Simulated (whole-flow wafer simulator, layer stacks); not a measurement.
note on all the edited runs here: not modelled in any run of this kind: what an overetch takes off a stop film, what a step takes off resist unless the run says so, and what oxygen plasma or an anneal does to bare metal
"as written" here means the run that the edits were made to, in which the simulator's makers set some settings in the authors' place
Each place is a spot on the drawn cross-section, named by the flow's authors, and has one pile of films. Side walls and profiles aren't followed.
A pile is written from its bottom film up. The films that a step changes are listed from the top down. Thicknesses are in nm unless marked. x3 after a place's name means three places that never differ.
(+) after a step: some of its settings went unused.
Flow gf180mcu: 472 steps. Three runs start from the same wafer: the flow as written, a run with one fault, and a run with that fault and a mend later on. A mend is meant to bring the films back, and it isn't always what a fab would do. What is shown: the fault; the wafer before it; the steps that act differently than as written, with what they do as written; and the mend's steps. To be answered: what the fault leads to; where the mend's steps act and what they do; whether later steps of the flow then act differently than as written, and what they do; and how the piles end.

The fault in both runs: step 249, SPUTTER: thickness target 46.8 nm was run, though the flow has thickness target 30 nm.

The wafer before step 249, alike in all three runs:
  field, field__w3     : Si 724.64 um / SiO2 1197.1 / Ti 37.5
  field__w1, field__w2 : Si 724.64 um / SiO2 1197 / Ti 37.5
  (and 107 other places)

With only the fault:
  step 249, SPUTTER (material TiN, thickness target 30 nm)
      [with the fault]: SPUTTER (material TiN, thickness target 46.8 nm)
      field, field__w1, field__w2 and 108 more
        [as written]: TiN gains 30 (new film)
        [with the fault]: TiN gains 46.8 (new film)
  Steps later in the flow that act otherwise than as written:
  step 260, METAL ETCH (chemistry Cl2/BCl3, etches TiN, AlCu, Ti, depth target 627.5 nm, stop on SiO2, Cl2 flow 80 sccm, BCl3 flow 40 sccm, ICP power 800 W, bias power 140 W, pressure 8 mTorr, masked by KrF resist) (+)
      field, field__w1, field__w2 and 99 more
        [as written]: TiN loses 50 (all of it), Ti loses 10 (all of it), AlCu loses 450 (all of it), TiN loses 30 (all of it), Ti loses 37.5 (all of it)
        [with the fault]: TiN loses 50 (all of it), Ti loses 10 (all of it), AlCu loses 450 (all of it), TiN loses 46.8 (all of it), Ti loses 37.5 (all of it)
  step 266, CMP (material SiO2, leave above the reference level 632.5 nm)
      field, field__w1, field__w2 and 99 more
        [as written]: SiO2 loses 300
        [with the fault]: SiO2 loses 283.2
  By the end, the piles at field__w8, contact, m1 and 6 more depart from the flow's by more than 2% or 0.5 nm, whichever is larger.
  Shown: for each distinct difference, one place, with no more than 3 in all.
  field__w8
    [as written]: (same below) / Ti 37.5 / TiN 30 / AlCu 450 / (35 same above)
    [with the fault]: (same below) / Ti 37.5 / TiN 46.8 / AlCu 450 / (35 same above)
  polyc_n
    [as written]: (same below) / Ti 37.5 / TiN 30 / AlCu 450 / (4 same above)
    [with the fault]: (same below) / Ti 37.5 / TiN 46.8 / AlCu 450 / (4 same above)
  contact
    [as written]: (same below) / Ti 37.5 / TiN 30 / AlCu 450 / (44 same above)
    [with the fault]: (same below) / Ti 37.5 / TiN 46.8 / AlCu 450 / (44 same above)

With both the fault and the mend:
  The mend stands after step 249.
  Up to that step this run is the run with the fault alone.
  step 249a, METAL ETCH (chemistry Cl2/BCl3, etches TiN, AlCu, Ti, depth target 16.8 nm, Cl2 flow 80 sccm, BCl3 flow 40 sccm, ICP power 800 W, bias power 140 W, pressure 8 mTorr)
      field, field__w1, field__w2 and 108 more
        TiN loses 16.8
  Every later step of the flow that is run acts as written at every place that is followed.
  The piles end the same as the flow's at every place that both follow.
